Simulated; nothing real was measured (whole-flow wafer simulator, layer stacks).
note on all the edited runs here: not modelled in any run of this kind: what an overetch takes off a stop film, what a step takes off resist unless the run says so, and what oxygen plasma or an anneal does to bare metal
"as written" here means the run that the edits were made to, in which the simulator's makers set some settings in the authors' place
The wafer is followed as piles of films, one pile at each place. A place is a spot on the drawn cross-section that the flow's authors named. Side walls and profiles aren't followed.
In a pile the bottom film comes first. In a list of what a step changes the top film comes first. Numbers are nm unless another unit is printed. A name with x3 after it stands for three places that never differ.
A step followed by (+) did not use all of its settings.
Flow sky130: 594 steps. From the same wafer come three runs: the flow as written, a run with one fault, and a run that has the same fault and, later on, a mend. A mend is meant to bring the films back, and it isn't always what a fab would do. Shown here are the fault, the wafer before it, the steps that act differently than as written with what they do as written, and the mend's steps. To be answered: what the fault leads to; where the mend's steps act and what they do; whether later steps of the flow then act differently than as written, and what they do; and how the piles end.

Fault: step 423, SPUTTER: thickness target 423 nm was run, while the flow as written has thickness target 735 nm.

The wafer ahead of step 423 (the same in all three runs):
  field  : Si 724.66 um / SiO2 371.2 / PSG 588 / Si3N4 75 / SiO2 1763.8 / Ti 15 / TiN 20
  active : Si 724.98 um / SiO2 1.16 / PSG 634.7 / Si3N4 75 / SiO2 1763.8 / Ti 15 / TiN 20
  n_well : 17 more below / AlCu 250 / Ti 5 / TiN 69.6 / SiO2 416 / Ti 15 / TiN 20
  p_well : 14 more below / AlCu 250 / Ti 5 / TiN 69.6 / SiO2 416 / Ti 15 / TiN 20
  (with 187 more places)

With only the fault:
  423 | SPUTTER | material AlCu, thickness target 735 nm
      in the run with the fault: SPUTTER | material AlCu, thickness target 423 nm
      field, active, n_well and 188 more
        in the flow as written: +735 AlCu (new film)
        in the run with the fault: +423 AlCu (new film)
  Steps further on in the flow that do not act as written (7 more steps, not shown, differ only slightly: by at most 2% or 0.5 nm, whichever is larger):
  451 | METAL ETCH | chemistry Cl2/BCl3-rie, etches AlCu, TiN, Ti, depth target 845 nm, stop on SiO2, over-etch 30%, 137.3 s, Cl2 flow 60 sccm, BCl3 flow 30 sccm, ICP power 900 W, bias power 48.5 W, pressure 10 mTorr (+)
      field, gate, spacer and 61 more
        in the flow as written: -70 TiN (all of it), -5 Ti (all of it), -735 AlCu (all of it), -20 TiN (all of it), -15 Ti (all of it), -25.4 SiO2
        in the run with the fault: -70 TiN (all of it), -5 Ti (all of it), -423 AlCu (all of it), -20 TiN (all of it), -15 Ti (all of it), -56.5 SiO2
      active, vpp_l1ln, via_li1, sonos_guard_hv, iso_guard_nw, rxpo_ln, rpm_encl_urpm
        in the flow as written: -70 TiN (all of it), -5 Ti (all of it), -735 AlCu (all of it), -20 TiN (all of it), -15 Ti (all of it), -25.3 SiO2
        in the run with the fault: -70 TiN (all of it), -5 Ti (all of it), -423 AlCu (all of it), -20 TiN (all of it), -15 Ti (all of it), -56.5 SiO2
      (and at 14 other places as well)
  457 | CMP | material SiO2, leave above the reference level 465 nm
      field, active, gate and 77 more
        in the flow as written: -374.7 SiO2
        in the run with the fault: -655.5 SiO2
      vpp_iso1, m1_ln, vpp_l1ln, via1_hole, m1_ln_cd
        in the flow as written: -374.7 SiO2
        in the run with the fault: -655.4 SiO2
  By the end, the piles at field, active, n_well and 190 more depart from the flow's by more than 2% or 0.5 nm, whichever is larger.
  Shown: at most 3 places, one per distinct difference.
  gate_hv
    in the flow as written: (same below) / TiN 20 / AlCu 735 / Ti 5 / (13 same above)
    in the run with the fault: (same below) / TiN 20 / AlCu 423 / Ti 5 / (13 same above)
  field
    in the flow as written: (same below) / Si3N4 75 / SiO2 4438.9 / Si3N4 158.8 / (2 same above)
    in the run with the fault: (same below) / Si3N4 75 / SiO2 4126.9 / Si3N4 158.8 / (2 same above)
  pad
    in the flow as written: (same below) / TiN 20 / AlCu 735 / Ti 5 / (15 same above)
    in the run with the fault: (same below) / TiN 20 / AlCu 423 / Ti 5 / (15 same above)

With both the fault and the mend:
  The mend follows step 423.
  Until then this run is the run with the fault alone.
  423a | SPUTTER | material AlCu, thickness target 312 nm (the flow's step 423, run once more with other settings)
      field, active, n_well and 188 more
        +312 AlCu
  Later steps of the flow that are run all act as written at every place that is followed.
  At every place that both follow, the piles at the end match the flow's.
